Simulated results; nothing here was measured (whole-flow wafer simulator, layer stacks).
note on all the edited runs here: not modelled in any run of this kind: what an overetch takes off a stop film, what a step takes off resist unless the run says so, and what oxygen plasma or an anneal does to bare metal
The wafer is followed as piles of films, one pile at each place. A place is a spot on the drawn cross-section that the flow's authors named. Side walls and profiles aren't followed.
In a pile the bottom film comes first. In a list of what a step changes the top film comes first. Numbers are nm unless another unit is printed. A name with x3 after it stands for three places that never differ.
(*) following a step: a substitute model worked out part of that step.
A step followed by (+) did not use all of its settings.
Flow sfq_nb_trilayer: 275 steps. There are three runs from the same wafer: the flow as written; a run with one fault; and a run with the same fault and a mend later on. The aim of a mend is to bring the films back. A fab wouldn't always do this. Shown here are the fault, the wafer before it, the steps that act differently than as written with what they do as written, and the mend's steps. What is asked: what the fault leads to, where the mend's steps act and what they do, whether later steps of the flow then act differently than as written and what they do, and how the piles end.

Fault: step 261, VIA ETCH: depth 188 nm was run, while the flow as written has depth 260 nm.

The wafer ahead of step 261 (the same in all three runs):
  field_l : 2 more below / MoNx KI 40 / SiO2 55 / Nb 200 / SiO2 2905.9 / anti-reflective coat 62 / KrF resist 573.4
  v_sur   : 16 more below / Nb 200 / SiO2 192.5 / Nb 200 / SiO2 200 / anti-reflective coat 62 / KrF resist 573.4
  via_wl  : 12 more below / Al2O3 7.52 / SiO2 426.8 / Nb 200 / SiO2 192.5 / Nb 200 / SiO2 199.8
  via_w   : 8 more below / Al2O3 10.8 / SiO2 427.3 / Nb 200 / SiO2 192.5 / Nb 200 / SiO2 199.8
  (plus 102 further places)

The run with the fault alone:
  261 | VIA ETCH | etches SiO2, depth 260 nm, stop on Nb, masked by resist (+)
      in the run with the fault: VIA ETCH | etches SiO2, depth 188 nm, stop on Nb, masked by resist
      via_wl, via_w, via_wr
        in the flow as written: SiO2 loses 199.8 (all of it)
        in the run with the fault: SiO2 loses 188
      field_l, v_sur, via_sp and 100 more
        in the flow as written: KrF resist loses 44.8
        in the run with the fault: KrF resist loses 32.4
  Steps later in the flow that act otherwise than as written (5 more steps, not shown, differ only slightly: by at most 2% or 0.5 nm, whichever is larger):
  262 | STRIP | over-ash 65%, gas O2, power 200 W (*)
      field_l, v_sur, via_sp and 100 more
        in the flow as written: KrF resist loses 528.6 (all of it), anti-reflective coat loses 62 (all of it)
        in the run with the fault: KrF resist loses 541 (all of it), anti-reflective coat loses 62 (all of it)
  The piles end different from the flow's at via_wl, via_w, via_wr by more than 2% or 0.5 nm, whichever is larger.
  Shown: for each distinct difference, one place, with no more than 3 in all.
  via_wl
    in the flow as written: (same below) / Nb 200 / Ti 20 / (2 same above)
    in the run with the fault: (same below) / Nb 200 / SiO2 11.8 / Ti 20 / (2 same above)

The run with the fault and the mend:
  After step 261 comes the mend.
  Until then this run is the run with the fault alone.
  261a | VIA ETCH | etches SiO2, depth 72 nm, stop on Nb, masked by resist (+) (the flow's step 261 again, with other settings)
      field_l, v_sur, via_sp and 100 more
        KrF resist loses 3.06
      via_wl, via_w, via_wr
        SiO2 loses 11.8 (all of it)
  Later steps of the flow that are run all act as written at every place that is followed, up to a difference of at most 2% or 0.5 nm, whichever is larger.
  By the end, the piles equal the flow's at every place that both follow.
